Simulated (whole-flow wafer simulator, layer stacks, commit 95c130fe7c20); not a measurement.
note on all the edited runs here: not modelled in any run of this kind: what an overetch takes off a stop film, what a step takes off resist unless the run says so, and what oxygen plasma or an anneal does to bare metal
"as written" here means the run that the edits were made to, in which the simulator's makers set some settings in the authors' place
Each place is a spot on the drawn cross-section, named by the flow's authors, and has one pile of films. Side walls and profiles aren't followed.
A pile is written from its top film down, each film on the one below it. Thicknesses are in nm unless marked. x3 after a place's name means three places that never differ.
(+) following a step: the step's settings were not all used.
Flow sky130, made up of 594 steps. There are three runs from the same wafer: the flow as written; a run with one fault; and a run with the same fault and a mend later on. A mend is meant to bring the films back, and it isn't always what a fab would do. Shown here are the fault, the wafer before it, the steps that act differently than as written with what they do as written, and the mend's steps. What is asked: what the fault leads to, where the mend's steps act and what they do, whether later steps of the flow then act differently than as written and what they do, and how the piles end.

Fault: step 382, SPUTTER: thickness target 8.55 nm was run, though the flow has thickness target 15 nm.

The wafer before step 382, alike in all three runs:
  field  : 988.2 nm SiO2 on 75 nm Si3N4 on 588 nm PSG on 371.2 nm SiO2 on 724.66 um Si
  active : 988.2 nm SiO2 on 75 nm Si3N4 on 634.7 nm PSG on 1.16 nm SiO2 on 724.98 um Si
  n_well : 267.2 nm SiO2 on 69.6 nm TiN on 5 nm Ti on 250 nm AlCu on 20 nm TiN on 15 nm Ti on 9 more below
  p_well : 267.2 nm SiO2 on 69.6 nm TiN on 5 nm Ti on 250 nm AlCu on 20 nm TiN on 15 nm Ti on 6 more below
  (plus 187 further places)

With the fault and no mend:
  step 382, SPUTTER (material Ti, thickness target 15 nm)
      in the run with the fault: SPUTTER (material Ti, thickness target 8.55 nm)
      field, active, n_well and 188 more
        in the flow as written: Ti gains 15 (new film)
        in the run with the fault: Ti gains 8.55 (new film)
  Later steps of the flow acting differently than as written (16 more steps, not shown, differ only slightly: by at most 2% or 0.5 nm, whichever is larger):
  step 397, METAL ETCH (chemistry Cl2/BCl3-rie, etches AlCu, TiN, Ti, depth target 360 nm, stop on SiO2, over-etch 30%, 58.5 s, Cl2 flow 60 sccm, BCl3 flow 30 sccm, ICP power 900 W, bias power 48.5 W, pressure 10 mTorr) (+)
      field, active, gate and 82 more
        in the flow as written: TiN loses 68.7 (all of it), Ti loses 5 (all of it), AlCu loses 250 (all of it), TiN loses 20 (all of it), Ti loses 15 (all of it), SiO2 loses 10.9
        in the run with the fault: TiN loses 68.7 (all of it), Ti loses 5 (all of it), AlCu loses 250 (all of it), TiN loses 20 (all of it), Ti loses 8.55 (all of it), SiO2 loses 11.6
  By the end, the piles at n_well, p_well, gate_hv and 103 more depart from the flow's by more than 2% or 0.5 nm, whichever is larger.
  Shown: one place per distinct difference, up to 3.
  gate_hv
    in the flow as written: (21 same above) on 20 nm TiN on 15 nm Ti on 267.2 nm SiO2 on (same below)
    in the run with the fault: (21 same above) on 20 nm TiN on 8.55 nm Ti on 267.2 nm SiO2 on (same below)
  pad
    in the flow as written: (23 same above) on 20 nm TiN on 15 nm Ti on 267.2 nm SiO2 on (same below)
    in the run with the fault: (23 same above) on 20 nm TiN on 8.55 nm Ti on 267.2 nm SiO2 on (same below)
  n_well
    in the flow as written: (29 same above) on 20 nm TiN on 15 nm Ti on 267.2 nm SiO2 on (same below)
    in the run with the fault: (29 same above) on 20 nm TiN on 8.55 nm Ti on 267.2 nm SiO2 on (same below)

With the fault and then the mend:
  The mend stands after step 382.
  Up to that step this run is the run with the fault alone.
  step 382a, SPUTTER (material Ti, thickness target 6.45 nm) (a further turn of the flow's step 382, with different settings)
      field, active, n_well and 188 more
        Ti gains 6.45
  Every later step of the flow that is run acts as written at every place that is followed.
  By the end, the piles equal the flow's at every place that both follow.
